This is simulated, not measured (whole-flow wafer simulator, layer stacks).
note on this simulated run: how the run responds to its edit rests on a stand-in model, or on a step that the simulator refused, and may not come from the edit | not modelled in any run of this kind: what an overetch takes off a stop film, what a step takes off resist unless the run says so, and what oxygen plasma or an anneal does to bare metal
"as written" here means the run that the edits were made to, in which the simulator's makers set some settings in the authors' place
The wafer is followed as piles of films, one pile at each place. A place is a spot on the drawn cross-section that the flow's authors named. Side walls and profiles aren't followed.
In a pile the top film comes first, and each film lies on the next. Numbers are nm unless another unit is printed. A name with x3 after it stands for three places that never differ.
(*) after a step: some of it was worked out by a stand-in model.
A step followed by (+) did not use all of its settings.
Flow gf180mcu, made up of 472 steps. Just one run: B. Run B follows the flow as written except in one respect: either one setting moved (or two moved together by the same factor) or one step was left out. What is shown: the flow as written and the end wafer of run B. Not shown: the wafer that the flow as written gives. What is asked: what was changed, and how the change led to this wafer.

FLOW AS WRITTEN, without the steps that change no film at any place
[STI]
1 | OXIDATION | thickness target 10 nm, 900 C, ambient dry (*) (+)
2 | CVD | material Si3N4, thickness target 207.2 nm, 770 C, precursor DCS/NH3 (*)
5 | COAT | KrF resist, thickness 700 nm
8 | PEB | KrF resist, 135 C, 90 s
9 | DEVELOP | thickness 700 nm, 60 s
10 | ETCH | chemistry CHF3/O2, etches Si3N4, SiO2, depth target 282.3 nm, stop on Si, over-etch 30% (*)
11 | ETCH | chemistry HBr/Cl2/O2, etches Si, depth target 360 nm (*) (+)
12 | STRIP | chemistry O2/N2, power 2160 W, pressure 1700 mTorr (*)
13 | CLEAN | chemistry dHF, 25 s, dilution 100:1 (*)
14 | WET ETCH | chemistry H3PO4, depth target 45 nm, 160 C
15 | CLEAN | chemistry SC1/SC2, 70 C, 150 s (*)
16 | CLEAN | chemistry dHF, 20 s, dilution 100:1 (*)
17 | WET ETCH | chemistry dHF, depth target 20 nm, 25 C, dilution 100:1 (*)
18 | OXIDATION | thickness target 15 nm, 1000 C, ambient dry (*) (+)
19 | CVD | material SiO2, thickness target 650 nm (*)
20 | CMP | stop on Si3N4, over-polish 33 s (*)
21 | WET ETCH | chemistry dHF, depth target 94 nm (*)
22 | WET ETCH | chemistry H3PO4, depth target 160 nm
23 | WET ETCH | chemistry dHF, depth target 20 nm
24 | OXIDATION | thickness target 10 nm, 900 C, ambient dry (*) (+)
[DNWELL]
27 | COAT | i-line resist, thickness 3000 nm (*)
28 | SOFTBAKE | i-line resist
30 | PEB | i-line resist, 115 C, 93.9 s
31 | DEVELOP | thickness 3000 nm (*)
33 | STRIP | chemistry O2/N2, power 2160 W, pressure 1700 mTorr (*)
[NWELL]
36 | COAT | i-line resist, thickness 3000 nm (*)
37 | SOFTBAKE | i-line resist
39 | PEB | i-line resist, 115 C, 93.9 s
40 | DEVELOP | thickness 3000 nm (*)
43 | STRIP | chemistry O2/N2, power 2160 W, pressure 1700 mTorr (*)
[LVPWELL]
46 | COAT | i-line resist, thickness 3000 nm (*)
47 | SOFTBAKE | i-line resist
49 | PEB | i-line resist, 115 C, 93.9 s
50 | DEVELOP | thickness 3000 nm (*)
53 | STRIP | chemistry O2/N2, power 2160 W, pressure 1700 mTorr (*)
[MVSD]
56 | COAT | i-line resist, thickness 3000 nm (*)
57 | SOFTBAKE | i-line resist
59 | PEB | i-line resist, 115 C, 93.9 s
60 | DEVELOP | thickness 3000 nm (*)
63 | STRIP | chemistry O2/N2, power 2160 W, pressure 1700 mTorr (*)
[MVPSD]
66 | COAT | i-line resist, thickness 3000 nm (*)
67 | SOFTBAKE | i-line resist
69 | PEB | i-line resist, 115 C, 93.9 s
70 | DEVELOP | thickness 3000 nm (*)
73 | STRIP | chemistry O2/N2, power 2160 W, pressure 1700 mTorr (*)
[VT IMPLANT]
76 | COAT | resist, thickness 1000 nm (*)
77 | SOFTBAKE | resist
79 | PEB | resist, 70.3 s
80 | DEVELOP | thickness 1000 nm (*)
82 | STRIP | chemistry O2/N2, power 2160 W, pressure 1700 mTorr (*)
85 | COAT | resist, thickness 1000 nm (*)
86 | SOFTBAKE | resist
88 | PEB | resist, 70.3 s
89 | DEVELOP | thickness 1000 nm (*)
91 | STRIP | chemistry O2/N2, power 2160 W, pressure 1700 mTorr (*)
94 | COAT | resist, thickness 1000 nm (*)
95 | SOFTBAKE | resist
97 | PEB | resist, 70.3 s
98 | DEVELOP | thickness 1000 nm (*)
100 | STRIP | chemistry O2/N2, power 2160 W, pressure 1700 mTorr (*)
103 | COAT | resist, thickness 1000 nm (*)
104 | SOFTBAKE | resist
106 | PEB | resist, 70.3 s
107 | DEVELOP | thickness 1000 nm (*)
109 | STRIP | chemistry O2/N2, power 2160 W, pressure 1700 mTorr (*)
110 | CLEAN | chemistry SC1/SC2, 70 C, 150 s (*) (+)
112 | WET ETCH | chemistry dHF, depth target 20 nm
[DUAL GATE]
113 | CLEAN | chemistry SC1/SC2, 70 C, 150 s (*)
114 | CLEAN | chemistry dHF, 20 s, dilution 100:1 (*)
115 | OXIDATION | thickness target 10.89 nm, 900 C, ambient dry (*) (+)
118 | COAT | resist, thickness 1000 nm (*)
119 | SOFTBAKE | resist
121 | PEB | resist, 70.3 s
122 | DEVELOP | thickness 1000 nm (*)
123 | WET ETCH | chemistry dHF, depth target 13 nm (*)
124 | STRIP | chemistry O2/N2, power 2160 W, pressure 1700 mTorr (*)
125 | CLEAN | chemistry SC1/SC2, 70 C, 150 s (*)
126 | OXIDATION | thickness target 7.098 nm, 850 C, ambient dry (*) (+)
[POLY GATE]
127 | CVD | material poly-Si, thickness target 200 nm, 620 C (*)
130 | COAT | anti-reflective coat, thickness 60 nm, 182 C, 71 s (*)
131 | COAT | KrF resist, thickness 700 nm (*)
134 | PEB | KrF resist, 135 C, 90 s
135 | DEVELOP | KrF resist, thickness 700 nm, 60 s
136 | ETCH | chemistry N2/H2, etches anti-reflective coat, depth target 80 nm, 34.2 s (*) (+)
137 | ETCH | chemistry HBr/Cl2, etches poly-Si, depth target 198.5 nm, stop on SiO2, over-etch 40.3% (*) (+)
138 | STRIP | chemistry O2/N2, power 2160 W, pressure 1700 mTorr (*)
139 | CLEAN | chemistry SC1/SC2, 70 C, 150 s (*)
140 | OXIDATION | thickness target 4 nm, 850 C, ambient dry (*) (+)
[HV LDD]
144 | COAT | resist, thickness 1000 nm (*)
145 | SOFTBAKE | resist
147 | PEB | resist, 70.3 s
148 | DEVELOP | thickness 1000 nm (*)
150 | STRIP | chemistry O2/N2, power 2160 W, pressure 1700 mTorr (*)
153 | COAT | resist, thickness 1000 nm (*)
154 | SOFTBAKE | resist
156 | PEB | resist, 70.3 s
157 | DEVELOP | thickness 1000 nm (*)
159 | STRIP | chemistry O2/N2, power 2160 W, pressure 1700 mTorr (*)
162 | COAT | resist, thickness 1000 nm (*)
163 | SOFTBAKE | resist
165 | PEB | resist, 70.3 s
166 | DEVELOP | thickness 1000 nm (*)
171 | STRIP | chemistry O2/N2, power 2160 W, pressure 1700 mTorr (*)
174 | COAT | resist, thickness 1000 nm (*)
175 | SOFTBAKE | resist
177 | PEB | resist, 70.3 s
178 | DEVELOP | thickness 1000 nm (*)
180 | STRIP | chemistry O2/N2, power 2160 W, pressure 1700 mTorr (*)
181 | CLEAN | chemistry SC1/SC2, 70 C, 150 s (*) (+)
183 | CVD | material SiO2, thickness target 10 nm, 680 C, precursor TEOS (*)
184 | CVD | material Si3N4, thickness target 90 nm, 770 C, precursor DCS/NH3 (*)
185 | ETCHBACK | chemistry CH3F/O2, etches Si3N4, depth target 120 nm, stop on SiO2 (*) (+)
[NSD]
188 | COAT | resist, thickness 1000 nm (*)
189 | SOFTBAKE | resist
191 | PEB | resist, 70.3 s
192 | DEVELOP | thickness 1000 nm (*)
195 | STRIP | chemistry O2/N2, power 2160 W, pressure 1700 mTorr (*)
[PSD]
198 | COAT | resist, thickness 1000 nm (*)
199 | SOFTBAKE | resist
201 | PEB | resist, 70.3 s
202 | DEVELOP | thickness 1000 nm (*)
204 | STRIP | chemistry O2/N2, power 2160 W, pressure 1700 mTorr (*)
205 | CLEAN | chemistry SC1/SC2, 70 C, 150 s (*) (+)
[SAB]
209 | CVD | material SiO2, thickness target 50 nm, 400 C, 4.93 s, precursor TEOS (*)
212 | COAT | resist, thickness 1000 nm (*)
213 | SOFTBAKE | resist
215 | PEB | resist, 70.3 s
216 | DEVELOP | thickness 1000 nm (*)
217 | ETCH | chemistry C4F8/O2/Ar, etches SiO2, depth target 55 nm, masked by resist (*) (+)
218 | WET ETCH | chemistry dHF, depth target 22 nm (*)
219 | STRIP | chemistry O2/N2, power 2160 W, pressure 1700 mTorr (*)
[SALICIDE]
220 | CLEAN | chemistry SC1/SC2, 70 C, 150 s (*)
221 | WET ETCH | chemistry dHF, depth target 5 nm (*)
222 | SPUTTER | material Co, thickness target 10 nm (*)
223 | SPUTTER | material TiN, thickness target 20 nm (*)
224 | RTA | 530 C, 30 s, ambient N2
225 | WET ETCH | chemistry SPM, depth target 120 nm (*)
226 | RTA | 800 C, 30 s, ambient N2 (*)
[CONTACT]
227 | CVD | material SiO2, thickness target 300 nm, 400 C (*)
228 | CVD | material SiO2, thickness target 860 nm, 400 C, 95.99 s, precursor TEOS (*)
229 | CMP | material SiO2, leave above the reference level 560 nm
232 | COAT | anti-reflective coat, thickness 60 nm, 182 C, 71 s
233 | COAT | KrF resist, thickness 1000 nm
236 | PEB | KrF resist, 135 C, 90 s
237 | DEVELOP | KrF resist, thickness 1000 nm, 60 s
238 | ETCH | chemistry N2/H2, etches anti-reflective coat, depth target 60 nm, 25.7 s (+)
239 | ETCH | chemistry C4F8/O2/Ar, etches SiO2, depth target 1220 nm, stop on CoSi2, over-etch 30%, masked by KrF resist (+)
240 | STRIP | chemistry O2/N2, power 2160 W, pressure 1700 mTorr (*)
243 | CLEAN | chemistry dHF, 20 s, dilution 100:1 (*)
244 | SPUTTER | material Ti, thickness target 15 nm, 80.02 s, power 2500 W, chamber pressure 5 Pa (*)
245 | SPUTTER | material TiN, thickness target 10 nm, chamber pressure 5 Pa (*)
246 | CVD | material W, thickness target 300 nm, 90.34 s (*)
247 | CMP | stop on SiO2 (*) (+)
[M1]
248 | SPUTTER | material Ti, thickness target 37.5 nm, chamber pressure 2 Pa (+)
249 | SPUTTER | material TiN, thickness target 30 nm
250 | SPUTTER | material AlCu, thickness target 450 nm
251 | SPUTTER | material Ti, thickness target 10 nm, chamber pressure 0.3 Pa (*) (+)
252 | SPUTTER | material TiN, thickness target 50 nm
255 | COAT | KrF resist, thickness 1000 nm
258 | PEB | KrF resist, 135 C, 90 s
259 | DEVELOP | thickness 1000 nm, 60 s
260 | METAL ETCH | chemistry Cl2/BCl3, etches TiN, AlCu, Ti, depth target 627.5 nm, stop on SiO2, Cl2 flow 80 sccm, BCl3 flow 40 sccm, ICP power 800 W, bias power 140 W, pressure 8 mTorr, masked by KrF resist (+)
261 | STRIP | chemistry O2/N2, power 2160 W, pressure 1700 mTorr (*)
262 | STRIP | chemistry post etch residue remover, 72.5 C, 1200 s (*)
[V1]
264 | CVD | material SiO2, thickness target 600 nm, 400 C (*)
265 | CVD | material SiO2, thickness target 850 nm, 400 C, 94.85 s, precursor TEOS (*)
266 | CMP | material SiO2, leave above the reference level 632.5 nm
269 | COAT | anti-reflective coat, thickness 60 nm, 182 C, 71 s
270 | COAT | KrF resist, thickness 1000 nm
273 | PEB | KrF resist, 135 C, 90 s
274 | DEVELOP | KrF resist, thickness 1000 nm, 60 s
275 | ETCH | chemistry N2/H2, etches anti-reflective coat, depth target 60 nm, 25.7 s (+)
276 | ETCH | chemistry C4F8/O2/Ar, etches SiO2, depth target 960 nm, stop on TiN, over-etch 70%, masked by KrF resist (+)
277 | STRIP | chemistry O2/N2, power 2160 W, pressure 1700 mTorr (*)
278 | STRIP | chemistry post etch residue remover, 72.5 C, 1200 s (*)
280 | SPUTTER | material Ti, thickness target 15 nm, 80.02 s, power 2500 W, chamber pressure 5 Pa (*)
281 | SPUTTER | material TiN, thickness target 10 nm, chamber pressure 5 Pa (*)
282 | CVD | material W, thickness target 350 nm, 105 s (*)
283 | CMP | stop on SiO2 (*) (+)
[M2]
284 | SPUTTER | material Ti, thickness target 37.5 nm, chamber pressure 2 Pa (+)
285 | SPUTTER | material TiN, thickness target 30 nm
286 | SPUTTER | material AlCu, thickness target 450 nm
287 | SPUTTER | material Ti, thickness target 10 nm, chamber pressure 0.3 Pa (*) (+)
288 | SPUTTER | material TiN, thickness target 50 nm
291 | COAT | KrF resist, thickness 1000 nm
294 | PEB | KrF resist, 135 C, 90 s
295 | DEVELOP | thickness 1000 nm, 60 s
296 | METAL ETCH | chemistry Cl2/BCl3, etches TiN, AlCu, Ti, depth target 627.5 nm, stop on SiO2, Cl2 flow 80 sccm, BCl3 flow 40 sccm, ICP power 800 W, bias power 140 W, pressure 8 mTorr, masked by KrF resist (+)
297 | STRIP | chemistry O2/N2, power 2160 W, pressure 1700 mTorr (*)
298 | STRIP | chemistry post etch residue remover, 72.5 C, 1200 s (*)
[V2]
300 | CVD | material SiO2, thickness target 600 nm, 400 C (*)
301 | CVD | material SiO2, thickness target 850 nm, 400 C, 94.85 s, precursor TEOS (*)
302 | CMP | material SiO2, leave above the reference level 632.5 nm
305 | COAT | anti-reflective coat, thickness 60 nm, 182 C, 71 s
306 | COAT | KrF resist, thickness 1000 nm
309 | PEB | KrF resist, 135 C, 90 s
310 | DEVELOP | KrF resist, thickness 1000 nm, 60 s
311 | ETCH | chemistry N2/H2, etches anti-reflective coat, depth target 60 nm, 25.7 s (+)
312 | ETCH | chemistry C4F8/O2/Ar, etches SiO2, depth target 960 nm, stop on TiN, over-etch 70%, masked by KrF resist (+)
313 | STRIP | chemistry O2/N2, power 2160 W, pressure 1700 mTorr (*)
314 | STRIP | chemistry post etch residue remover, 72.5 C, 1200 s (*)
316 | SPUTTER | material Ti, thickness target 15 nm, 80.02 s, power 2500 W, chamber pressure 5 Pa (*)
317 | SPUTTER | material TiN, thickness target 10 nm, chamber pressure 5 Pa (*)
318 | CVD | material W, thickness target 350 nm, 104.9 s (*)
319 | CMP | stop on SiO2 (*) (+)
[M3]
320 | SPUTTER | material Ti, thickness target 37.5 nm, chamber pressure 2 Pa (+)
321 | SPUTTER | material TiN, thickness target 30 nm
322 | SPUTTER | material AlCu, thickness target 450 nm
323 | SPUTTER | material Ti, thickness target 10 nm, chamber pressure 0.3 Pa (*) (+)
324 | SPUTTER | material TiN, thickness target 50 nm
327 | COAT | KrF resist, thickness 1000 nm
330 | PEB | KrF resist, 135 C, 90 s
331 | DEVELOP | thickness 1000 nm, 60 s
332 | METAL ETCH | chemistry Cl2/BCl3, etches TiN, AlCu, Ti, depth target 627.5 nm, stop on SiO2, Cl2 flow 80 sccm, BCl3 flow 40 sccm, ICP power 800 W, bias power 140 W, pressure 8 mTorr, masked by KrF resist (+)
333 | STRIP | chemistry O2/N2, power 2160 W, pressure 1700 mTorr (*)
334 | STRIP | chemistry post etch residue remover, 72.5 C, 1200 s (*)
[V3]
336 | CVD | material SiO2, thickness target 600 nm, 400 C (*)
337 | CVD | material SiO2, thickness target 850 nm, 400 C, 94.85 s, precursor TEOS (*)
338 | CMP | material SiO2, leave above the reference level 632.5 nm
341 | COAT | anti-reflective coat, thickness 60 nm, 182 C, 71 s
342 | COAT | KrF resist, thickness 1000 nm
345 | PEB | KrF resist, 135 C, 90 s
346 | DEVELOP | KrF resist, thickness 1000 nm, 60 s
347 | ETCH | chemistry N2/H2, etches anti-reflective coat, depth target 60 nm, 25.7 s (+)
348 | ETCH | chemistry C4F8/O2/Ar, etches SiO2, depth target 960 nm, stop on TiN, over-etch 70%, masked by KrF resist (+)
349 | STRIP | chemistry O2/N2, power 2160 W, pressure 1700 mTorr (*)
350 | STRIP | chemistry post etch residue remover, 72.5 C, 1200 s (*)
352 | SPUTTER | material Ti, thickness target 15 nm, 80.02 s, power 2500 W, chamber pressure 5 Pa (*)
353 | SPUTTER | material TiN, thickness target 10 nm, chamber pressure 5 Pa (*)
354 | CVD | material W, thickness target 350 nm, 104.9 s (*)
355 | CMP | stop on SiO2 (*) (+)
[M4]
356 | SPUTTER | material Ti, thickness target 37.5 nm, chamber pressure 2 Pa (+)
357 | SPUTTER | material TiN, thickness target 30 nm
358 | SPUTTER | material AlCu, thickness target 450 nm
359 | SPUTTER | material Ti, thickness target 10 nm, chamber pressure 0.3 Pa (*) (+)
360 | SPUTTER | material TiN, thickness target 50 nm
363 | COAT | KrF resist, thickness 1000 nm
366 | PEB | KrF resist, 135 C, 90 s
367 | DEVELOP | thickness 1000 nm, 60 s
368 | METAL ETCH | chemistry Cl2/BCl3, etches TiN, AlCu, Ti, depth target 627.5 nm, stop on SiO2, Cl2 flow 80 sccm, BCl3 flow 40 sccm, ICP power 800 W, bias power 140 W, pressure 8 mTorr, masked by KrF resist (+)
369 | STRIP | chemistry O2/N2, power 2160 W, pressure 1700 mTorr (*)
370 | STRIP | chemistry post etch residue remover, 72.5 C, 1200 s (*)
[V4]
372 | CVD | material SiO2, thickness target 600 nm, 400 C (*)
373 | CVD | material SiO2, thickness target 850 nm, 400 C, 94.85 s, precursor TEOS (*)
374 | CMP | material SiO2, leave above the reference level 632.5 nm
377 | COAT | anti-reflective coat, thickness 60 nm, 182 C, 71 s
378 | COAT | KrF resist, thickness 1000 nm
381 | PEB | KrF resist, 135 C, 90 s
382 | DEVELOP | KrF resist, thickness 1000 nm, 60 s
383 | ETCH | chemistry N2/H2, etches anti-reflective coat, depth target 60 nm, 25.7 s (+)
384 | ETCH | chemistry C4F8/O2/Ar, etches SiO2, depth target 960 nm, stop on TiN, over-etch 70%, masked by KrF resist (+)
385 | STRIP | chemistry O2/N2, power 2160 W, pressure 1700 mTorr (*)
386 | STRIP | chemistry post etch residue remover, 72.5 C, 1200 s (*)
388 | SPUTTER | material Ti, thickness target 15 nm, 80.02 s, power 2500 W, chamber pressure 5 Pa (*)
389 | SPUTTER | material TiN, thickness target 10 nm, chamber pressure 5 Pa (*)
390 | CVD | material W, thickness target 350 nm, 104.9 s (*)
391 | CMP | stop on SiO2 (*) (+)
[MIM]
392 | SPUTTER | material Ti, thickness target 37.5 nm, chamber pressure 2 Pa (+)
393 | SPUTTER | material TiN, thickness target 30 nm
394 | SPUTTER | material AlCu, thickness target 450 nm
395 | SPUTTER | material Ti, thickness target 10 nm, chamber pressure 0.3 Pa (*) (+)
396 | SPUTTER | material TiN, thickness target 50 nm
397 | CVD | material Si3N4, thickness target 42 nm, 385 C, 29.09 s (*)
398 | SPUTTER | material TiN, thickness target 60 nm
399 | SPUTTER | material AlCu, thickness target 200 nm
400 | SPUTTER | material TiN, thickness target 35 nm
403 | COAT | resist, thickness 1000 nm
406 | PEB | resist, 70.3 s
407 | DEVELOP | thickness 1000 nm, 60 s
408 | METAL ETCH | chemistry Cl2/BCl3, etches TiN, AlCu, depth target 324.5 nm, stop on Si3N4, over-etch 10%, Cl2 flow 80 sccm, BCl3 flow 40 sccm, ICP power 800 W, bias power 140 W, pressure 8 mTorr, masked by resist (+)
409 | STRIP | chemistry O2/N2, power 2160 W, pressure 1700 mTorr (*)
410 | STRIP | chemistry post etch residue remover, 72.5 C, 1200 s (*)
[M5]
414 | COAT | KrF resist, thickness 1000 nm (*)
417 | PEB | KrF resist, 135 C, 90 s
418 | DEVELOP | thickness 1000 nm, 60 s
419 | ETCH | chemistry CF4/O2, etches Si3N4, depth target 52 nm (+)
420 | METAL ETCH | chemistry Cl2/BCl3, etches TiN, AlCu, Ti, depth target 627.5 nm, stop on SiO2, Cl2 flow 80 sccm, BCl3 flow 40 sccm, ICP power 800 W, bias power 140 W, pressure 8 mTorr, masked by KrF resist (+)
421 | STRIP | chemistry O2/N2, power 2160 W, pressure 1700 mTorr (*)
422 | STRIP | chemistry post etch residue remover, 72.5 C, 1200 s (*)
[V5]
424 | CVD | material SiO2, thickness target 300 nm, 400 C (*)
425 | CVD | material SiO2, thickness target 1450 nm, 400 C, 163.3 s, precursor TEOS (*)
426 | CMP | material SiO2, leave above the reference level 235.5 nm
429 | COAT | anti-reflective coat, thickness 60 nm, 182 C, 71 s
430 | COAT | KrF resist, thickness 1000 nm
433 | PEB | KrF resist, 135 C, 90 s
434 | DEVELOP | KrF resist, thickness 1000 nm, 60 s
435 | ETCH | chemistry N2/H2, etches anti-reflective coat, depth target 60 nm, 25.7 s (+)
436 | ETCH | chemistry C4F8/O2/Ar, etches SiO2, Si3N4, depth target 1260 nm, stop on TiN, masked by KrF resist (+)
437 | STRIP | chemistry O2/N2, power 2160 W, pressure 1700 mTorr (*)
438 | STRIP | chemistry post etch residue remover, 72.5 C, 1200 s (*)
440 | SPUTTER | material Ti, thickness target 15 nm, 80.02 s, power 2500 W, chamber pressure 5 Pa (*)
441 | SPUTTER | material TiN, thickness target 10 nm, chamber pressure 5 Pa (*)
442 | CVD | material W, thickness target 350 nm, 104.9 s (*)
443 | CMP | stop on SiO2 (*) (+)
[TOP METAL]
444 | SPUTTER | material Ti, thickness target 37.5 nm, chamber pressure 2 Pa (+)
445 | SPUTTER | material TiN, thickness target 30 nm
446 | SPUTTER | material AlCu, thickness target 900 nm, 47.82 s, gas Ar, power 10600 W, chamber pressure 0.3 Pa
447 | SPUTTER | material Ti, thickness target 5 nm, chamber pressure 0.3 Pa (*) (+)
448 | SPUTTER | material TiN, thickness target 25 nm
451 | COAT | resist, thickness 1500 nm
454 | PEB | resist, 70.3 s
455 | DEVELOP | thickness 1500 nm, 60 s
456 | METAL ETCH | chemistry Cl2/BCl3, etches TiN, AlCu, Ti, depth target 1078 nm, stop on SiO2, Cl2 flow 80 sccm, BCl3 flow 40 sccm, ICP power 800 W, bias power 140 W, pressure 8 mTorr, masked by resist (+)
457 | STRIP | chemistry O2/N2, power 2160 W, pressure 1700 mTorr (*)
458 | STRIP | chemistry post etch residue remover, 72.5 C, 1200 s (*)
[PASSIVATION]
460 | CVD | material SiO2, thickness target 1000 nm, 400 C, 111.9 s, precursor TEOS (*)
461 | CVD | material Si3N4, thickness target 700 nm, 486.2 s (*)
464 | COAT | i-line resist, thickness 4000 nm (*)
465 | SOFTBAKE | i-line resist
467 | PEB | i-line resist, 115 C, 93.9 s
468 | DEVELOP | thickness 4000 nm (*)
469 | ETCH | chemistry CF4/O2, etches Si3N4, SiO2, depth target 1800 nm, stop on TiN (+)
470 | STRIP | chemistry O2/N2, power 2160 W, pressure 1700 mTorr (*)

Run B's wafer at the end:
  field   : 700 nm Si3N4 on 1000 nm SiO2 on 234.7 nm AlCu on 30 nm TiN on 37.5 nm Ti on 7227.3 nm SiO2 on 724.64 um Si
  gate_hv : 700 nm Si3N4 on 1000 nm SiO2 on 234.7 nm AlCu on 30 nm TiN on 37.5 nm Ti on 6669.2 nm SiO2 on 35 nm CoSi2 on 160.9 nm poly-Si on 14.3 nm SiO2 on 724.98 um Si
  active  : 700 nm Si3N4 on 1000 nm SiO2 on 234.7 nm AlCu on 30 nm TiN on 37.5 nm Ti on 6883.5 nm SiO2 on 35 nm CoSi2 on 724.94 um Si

Cause: step 456, METAL ETCH: depth target 689.6 nm was run, though the flow has depth target 1078 nm.

The path from the change to this, step by step:
  456 | METAL ETCH | chemistry Cl2/BCl3, etches TiN, AlCu, Ti, depth target 1078 nm, stop on SiO2, Cl2 flow 80 sccm, BCl3 flow 40 sccm, ICP power 800 W, bias power 140 W, pressure 8 mTorr, masked by resist (+)
      field, field__w1, field__w2 and 103 more: TiN loses 25 (all of it), Ti loses 5 (all of it), AlCu loses 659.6 (in the flow as written it would be: TiN loses 25 (all of it), Ti loses 5 (all of it), AlCu loses 900 (all of it), TiN loses 30 (all of it), Ti loses 37.5 (all of it))
      field__w8, contact, m1, m1__w1, pad, m1_nw: resist loses 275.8 (in the flow as written it would be: resist loses 431)
  457 | STRIP | chemistry O2/N2, power 2160 W, pressure 1700 mTorr (*)
      field__w8, contact, m1, m1__w1, pad, m1_nw: resist loses 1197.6 (all of it) (in the flow as written it would be: resist loses 1042.5 (all of it))
  458 | STRIP | chemistry post etch residue remover, 72.5 C, 1200 s (*)
      field, field__w1, field__w2 and 103 more: AlCu loses 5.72 (in the flow as written it would be: nothing)
  460 | CVD | material SiO2, thickness target 1000 nm, 400 C, 111.9 s, precursor TEOS (*)
      field, field__w1, field__w2 and 103 more: SiO2 gains 1000 (new film) (in the flow as written it would be: SiO2 gains 1000)
  464 | COAT | i-line resist, thickness 4000 nm (*)
      field__w8: i-line resist gains 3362 (new film) (in the flow as written it would be: i-line resist gains 3093.1 (new film))
      contact: i-line resist gains 3399 (new film) (in the flow as written it would be: i-line resist gains 3153.6 (new film))
      (as well as at 4 more places)
  465 | SOFTBAKE | i-line resist
      gate: i-line resist loses 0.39 (in the flow as written it would be: i-line resist gains 1.79)
      field__w11, field__w13: i-line resist gains 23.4 (in the flow as written it would be: i-line resist gains 37.6)
      (as well as at 66 more places)
  467 | PEB | i-line resist, 115 C, 93.9 s
      field__w8, m1__w1: i-line resist loses 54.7 (in the flow as written it would be: i-line resist loses 49.2)
      contact, m1: i-line resist loses 55 (in the flow as written it would be: i-line resist loses 49.6)
      (as well as at 2 more places)
  468 | DEVELOP | thickness 4000 nm (*)
      pad: i-line resist loses 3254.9 (all of it) (in the flow as written it would be: i-line resist loses 2960.4 (all of it))
  470 | STRIP | chemistry O2/N2, power 2160 W, pressure 1700 mTorr (*)
      field__w8, m1__w1: i-line resist loses 2065.6 (all of it) (in the flow as written it would be: i-line resist loses 1775.9 (all of it))
      contact: i-line resist loses 2079.5 (all of it) (in the flow as written it would be: i-line resist loses 1798.3 (all of it))
      (as well as at 2 more places)
With metal films that touch counted as one body, field has 1 body; the flow as written gives 0 bodies.
With metal films that touch counted as one body, gate_hv has 2 bodies (between them, from the top down: SiO2 6669.2); the flow as written gives 1 body.
With metal films that touch counted as one body, active has 2 bodies (between them, from the top down: SiO2 6883.5); the flow as written gives 1 body.
